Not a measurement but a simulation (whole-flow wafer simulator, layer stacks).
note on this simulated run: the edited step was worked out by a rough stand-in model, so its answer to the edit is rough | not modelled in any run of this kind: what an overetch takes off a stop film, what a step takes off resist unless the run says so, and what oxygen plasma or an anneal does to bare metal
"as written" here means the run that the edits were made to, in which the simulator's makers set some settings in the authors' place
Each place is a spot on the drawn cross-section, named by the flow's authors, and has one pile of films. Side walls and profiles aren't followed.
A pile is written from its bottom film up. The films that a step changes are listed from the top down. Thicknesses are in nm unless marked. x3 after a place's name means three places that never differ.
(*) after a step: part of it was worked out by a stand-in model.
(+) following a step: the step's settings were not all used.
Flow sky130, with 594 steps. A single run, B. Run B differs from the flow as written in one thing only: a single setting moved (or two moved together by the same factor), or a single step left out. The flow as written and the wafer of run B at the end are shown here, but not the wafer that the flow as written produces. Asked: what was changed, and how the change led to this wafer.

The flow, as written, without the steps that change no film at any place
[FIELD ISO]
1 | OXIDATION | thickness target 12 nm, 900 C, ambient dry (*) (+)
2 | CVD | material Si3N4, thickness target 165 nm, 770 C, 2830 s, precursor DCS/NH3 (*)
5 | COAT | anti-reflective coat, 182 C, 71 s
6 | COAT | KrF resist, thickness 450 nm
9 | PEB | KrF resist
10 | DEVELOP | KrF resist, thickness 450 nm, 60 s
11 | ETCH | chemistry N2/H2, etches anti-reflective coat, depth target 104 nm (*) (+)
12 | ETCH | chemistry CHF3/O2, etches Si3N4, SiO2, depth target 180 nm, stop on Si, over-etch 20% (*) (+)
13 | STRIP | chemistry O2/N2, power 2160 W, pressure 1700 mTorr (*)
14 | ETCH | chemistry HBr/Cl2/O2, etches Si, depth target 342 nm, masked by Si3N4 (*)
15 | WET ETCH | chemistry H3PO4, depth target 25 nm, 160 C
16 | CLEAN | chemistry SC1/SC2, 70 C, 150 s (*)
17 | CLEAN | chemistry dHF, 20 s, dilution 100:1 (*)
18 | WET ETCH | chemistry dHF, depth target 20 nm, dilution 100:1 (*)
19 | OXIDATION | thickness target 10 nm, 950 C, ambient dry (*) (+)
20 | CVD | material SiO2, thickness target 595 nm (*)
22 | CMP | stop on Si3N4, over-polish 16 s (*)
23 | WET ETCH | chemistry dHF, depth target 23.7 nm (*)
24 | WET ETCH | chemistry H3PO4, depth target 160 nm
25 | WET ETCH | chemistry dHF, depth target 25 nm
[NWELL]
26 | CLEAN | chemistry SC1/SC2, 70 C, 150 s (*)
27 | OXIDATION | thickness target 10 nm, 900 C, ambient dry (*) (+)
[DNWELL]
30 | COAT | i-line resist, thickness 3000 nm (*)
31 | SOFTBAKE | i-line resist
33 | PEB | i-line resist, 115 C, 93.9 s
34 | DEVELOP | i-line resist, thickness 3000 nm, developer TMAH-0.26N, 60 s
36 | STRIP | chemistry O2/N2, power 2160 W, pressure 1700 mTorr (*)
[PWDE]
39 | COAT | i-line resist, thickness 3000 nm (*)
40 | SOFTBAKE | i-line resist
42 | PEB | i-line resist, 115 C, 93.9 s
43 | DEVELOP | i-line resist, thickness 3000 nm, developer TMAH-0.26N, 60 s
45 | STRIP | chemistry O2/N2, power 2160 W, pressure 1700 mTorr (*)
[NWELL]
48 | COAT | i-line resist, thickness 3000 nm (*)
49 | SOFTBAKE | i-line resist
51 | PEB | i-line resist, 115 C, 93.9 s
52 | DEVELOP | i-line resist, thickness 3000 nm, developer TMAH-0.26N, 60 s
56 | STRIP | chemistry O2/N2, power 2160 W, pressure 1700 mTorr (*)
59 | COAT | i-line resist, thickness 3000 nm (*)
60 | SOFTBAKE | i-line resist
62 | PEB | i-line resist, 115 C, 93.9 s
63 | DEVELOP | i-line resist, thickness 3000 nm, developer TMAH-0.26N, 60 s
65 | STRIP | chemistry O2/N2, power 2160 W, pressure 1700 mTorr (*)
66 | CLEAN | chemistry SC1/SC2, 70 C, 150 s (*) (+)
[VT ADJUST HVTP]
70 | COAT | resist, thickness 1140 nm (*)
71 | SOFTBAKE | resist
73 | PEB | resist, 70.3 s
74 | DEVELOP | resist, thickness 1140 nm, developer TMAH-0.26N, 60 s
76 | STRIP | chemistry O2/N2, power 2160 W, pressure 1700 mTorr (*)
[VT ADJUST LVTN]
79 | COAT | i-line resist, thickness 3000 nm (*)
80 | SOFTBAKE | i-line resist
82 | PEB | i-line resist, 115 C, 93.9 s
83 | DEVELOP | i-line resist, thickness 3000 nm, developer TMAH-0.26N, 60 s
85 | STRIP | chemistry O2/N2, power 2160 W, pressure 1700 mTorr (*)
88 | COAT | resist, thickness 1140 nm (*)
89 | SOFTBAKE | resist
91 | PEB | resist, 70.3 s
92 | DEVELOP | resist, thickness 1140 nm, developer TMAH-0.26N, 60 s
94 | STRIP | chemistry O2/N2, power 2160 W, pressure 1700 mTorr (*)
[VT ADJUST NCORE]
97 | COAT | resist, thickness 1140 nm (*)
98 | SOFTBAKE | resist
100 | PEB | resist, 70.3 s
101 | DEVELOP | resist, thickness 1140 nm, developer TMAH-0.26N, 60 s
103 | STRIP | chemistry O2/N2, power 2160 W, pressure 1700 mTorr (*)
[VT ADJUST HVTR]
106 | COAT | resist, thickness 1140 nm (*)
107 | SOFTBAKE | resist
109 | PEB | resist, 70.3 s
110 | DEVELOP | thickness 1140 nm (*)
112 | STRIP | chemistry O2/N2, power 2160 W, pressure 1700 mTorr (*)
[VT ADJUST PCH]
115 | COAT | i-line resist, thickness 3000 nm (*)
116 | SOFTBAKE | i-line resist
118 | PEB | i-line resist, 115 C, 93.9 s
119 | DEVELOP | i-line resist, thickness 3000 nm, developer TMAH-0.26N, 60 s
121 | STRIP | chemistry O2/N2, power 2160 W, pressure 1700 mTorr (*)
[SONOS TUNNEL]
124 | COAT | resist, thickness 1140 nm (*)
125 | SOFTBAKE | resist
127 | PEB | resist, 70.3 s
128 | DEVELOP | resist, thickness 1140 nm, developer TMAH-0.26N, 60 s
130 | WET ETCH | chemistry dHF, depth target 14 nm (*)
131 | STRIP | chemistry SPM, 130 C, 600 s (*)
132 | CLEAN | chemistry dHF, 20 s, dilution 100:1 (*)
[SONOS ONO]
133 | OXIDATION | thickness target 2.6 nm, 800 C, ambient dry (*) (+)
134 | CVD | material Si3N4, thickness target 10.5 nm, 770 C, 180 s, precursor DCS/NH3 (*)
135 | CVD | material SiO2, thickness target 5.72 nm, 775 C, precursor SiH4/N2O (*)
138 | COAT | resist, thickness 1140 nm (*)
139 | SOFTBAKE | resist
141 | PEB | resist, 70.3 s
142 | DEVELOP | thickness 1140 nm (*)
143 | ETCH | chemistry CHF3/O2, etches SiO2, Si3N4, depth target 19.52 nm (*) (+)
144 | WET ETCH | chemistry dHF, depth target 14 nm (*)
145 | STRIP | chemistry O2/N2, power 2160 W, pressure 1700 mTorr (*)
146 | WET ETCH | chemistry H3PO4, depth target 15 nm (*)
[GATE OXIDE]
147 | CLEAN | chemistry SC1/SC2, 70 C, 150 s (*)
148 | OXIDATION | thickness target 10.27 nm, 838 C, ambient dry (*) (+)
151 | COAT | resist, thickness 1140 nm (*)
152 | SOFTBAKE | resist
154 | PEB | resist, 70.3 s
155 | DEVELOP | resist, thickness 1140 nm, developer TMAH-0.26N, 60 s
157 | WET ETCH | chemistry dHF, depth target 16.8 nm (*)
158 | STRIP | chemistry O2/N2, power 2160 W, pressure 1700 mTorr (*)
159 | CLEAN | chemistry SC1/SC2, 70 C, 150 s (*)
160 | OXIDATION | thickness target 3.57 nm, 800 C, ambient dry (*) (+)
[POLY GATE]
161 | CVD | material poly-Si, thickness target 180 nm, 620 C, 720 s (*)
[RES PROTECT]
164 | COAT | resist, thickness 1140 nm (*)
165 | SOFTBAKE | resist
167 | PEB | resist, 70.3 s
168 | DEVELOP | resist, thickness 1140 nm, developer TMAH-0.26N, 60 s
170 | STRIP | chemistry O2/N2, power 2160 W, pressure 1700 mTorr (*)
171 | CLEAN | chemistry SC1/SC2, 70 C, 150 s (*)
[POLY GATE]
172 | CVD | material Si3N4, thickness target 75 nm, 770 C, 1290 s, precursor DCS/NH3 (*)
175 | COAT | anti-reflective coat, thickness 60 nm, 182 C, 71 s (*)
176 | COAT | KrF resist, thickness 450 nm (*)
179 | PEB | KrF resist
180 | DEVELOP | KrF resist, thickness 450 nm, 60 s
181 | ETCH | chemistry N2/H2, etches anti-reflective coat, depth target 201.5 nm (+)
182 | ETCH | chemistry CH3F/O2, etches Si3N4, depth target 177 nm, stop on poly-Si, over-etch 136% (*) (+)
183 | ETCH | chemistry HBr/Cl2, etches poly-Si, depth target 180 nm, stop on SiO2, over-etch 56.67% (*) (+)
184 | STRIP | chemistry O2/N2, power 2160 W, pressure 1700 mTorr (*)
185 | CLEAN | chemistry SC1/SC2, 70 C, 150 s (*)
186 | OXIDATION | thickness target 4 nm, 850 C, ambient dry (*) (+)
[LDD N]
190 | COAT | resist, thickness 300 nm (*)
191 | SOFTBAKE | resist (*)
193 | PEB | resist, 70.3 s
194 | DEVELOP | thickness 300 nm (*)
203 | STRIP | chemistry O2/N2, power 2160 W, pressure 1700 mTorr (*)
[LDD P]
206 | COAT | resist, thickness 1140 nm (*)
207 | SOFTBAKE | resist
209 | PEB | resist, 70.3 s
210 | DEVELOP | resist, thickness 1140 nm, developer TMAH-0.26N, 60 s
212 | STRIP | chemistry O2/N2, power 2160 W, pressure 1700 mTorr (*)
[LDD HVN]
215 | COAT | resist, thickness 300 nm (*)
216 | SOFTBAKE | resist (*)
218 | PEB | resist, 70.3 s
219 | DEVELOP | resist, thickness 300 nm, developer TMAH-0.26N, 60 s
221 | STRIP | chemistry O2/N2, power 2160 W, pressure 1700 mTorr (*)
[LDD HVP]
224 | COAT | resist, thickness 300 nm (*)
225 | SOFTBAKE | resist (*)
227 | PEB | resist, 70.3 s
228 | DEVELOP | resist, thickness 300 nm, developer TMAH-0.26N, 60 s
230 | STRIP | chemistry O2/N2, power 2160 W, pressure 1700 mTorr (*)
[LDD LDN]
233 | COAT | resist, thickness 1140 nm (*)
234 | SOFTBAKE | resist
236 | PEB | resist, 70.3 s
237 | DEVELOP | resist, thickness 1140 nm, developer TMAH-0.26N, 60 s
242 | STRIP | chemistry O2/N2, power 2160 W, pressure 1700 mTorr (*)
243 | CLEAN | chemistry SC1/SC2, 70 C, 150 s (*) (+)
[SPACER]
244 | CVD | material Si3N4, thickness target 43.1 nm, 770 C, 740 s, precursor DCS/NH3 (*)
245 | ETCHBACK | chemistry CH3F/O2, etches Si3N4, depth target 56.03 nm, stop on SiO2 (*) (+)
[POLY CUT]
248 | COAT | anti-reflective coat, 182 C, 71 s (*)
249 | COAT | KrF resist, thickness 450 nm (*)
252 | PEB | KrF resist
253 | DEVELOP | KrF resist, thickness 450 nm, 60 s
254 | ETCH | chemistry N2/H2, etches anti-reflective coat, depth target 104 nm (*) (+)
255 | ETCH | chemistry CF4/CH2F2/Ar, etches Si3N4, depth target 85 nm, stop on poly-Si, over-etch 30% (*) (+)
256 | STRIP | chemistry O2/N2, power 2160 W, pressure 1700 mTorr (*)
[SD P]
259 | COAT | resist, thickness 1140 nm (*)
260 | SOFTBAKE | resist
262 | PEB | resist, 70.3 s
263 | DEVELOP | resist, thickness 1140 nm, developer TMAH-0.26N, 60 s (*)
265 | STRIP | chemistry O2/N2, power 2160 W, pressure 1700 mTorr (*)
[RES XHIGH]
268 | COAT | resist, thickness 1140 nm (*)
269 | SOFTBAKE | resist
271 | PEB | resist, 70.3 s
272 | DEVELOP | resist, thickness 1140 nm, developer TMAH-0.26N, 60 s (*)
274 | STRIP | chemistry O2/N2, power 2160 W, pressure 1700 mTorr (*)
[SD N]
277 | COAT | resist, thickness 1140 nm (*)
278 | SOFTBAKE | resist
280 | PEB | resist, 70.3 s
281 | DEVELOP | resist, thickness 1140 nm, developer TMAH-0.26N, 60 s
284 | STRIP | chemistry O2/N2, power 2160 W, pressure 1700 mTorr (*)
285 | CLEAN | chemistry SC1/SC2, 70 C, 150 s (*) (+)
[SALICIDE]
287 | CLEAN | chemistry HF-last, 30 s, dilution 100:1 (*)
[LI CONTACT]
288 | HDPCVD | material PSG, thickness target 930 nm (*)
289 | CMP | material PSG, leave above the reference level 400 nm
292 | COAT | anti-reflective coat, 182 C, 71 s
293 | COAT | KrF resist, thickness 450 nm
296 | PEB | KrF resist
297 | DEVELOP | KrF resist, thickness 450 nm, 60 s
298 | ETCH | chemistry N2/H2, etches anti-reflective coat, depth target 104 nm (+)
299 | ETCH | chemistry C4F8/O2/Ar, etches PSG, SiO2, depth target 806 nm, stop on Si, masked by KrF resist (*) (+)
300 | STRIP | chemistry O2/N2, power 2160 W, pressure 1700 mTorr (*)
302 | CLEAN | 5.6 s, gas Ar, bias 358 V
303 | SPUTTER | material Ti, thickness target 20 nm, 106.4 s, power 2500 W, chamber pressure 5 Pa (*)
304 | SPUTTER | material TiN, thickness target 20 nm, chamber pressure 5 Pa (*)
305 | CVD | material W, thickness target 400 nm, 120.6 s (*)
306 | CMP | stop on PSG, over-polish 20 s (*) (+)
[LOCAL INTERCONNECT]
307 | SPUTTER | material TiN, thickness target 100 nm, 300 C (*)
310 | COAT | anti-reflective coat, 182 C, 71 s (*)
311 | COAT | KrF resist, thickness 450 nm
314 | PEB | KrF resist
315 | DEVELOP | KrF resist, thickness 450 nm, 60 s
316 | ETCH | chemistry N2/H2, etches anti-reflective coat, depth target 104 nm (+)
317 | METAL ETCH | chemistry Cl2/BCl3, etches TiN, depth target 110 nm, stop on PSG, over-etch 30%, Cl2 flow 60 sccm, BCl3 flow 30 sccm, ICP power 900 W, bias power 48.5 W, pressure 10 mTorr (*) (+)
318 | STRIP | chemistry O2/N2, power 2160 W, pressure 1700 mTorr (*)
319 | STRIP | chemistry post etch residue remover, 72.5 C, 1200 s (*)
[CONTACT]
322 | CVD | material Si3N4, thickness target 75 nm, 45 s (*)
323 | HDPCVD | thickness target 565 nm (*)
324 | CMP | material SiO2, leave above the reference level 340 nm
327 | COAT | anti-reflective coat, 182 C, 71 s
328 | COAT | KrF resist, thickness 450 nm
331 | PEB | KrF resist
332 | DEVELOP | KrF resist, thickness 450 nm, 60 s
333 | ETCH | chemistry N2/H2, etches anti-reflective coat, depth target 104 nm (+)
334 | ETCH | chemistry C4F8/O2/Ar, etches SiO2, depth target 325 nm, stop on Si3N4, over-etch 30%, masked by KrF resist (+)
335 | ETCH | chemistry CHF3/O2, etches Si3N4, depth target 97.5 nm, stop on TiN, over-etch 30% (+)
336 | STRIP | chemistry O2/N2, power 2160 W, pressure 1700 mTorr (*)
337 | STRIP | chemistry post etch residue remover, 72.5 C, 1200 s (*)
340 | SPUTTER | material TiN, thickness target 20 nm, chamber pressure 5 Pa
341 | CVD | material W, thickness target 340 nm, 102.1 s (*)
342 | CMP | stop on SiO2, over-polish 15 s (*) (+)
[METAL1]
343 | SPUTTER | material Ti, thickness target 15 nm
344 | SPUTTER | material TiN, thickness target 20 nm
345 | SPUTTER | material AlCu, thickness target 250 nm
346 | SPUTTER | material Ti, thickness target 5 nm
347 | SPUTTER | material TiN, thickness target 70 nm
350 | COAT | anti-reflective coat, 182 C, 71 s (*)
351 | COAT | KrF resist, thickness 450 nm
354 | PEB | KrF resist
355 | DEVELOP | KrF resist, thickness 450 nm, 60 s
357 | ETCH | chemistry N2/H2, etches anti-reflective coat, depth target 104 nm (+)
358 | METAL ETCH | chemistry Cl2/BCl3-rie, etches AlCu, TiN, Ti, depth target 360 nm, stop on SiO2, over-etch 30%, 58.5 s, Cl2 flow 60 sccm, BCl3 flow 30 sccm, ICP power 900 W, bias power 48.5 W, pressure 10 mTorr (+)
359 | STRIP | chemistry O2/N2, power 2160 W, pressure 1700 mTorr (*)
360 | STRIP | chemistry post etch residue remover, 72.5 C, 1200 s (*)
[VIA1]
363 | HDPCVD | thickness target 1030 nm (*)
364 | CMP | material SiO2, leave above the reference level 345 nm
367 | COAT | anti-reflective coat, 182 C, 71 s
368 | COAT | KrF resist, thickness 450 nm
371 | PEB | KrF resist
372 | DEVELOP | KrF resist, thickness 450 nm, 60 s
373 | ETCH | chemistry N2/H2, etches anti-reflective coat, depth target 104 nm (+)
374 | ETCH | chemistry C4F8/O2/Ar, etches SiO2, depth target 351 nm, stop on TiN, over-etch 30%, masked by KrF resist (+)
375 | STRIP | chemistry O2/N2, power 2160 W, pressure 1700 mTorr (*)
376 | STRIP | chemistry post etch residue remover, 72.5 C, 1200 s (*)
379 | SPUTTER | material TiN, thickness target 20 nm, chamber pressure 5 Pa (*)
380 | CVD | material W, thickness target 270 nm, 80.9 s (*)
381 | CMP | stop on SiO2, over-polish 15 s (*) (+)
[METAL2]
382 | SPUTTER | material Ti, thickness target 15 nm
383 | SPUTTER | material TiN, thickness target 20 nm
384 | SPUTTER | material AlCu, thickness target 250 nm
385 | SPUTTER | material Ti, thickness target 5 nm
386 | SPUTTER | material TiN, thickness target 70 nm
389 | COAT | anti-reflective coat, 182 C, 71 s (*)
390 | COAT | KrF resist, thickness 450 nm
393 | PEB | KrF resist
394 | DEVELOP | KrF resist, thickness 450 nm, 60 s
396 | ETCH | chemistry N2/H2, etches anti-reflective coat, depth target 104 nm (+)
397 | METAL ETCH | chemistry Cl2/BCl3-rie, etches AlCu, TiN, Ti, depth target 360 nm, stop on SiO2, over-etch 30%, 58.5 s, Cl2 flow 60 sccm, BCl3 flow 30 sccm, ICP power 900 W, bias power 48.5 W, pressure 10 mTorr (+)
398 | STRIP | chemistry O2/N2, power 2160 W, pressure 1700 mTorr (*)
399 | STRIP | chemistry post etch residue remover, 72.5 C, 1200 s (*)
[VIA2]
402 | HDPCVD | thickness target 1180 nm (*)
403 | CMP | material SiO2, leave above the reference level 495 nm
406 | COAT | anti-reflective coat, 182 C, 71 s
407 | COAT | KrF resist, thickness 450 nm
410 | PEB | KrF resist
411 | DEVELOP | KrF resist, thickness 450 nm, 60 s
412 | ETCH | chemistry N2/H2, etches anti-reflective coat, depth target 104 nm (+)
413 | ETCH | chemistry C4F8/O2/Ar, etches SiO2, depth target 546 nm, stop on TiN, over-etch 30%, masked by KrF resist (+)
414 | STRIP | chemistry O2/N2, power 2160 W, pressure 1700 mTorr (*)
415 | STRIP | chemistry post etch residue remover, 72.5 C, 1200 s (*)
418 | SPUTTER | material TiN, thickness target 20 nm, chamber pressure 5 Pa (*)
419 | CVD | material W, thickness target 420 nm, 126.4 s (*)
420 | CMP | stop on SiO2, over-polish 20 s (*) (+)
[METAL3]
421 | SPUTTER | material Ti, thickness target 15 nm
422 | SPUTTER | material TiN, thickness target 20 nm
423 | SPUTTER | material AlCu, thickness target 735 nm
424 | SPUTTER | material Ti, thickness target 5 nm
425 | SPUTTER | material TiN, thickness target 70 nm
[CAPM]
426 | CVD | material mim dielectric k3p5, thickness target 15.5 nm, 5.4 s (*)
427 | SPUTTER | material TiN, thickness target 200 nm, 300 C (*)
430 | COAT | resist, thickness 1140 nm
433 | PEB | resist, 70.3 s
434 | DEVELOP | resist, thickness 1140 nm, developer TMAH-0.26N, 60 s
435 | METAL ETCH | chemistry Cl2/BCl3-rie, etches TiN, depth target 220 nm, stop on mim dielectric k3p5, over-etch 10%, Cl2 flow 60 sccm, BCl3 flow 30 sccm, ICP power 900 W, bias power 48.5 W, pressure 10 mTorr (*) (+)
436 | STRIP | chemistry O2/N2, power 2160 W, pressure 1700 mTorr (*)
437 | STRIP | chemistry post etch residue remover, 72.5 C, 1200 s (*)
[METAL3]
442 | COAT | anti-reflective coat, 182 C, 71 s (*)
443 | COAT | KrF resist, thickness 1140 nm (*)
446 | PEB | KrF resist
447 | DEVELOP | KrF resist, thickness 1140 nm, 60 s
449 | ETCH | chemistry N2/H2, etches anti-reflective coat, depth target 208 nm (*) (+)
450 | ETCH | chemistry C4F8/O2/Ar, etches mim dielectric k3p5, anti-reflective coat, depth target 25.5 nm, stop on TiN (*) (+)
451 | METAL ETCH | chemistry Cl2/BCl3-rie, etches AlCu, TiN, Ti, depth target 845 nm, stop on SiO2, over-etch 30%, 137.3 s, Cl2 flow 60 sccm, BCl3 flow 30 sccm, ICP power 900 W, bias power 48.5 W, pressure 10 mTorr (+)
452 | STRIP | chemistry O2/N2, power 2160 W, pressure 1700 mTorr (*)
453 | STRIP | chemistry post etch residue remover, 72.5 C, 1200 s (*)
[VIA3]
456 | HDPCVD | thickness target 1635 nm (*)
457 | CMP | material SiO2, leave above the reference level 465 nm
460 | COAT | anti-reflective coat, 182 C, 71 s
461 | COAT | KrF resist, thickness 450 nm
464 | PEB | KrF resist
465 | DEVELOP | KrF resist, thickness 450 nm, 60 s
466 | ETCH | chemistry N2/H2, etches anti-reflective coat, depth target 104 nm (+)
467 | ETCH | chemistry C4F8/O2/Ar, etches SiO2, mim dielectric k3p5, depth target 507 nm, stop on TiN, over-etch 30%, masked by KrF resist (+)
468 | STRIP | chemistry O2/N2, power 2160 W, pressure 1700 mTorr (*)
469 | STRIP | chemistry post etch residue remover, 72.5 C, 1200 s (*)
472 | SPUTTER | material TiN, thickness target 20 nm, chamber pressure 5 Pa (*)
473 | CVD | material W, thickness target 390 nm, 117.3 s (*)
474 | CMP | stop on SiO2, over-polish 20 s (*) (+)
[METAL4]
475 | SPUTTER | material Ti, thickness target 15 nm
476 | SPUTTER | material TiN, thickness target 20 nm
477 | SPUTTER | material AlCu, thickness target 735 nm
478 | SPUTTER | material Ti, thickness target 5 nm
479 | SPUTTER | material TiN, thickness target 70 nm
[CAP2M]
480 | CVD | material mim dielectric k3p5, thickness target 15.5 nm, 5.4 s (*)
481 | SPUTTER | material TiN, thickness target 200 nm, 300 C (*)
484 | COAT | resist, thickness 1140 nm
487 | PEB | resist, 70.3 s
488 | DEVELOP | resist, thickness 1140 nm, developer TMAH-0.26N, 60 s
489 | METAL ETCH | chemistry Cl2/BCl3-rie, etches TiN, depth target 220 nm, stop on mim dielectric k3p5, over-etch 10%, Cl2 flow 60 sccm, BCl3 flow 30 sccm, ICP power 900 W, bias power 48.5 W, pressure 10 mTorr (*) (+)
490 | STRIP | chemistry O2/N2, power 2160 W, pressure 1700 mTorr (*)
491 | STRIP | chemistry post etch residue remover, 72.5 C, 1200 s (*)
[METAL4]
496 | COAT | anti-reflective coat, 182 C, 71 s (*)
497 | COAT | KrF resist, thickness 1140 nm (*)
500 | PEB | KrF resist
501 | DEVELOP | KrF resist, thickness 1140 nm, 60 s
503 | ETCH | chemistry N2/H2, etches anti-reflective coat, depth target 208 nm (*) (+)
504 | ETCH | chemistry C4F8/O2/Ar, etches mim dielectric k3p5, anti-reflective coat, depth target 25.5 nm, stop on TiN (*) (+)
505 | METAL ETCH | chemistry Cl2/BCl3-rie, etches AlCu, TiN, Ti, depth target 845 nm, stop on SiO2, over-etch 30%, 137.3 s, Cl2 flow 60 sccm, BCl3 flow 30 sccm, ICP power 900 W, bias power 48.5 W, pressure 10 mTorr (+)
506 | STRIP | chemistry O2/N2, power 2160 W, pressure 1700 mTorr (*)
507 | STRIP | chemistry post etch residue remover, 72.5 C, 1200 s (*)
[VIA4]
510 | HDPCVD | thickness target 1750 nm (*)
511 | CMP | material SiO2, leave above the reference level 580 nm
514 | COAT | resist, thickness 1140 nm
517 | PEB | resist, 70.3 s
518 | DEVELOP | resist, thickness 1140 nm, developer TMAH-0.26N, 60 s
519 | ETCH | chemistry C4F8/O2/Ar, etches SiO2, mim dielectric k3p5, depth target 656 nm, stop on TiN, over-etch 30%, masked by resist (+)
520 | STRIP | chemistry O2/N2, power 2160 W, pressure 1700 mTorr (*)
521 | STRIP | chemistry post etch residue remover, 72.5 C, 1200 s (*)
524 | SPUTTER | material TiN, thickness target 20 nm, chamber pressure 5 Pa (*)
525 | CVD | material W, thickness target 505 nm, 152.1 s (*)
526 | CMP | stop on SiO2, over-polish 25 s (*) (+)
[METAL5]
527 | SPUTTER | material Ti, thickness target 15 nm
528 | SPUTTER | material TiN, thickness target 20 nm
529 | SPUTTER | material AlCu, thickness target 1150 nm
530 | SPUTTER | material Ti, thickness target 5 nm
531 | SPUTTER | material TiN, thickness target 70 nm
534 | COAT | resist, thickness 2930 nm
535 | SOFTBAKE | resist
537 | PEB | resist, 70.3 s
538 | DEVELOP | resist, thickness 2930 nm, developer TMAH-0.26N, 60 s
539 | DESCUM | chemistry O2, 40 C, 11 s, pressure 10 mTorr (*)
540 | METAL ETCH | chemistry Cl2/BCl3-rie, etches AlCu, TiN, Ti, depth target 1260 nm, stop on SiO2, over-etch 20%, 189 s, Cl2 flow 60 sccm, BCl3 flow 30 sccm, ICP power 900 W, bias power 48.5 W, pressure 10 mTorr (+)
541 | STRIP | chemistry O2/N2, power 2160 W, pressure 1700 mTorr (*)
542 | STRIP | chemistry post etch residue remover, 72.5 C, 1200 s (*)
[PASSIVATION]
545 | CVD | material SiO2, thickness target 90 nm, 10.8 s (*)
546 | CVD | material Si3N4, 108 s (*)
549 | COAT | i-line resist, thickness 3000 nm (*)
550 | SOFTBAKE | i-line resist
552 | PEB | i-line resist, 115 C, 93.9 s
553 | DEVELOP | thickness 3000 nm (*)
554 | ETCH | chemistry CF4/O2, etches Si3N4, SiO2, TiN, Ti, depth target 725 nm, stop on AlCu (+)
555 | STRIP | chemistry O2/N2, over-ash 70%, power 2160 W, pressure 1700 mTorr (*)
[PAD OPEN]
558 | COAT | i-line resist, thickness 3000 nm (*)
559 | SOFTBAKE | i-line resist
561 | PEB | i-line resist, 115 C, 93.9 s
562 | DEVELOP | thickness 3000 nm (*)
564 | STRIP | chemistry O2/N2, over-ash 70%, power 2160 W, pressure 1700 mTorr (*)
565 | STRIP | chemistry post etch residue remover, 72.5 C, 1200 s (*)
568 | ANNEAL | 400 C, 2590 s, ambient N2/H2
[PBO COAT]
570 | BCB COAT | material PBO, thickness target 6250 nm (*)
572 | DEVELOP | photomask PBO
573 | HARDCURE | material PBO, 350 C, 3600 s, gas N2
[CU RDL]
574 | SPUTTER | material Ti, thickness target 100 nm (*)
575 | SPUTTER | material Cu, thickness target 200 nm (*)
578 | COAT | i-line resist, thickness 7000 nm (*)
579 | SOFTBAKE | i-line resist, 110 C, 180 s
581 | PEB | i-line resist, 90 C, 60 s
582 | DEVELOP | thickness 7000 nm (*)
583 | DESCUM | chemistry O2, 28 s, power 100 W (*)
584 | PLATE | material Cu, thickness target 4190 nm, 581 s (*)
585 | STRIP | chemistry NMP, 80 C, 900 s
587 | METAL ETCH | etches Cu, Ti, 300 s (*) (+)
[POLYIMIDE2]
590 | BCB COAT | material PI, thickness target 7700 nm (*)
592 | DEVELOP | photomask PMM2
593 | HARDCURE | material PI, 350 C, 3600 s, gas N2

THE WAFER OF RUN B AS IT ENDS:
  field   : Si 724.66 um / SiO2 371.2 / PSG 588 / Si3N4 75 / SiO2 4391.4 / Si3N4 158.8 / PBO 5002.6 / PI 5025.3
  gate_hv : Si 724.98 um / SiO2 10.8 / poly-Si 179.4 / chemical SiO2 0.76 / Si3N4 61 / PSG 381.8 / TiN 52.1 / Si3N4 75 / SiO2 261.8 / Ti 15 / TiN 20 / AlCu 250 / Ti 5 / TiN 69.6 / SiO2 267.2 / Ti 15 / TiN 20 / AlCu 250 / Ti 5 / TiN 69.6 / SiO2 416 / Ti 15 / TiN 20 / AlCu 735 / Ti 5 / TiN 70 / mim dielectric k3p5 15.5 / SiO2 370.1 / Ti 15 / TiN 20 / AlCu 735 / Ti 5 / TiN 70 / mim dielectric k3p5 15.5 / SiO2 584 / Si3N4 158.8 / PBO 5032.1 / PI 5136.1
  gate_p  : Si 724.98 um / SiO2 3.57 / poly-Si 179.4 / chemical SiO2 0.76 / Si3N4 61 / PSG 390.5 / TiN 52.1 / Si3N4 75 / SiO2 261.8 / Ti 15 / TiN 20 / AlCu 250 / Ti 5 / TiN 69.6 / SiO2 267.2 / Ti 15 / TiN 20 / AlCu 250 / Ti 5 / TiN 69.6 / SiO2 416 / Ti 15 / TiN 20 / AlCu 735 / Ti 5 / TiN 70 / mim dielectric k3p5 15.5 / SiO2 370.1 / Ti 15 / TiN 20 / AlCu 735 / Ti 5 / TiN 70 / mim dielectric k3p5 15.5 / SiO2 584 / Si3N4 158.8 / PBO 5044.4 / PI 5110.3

What caused this: step 307, SPUTTER: thickness target 52.5 nm was run, whereas the flow has thickness target 100 nm.

How this came from the change, step by step:
  307 | SPUTTER | material TiN, thickness target 100 nm, 300 C (*)
      field, active, n_well and 188 more: +52.5 TiN (new film) (as written it would have been: +100 TiN (new film))
  317 | METAL ETCH | chemistry Cl2/BCl3, etches TiN, depth target 110 nm, stop on PSG, over-etch 30%, Cl2 flow 60 sccm, BCl3 flow 30 sccm, ICP power 900 W, bias power 48.5 W, pressure 10 mTorr (*) (+)
      n_well, p_well, gate_hv and 97 more: -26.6 KrF resist (as written it would have been: -44 KrF resist)
      field, active, gate and 88 more: -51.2 TiN (all of it) (as written it would have been: -98.7 TiN (all of it))
  318 | STRIP | chemistry O2/N2, power 2160 W, pressure 1700 mTorr (*)
      n_well, p_well, gate_hv and 93 more: -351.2 KrF resist (all of it), -80 anti-reflective coat (all of it) (as written it would have been: -333.8 KrF resist (all of it), -80 anti-reflective coat (all of it))
      poly_licon, ndiff_licon, ndiff_licon_cpp, rpo_hd_licon: -351.3 KrF resist (all of it), -80.5 anti-reflective coat (all of it) (as written it would have been: -333.9 KrF resist (all of it), -80.5 anti-reflective coat (all of it))
  324 | CMP | material SiO2, leave above the reference level 340 nm
      field, active, gate and 88 more: -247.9 SiO2 (as written it would have been: -200.4 SiO2)
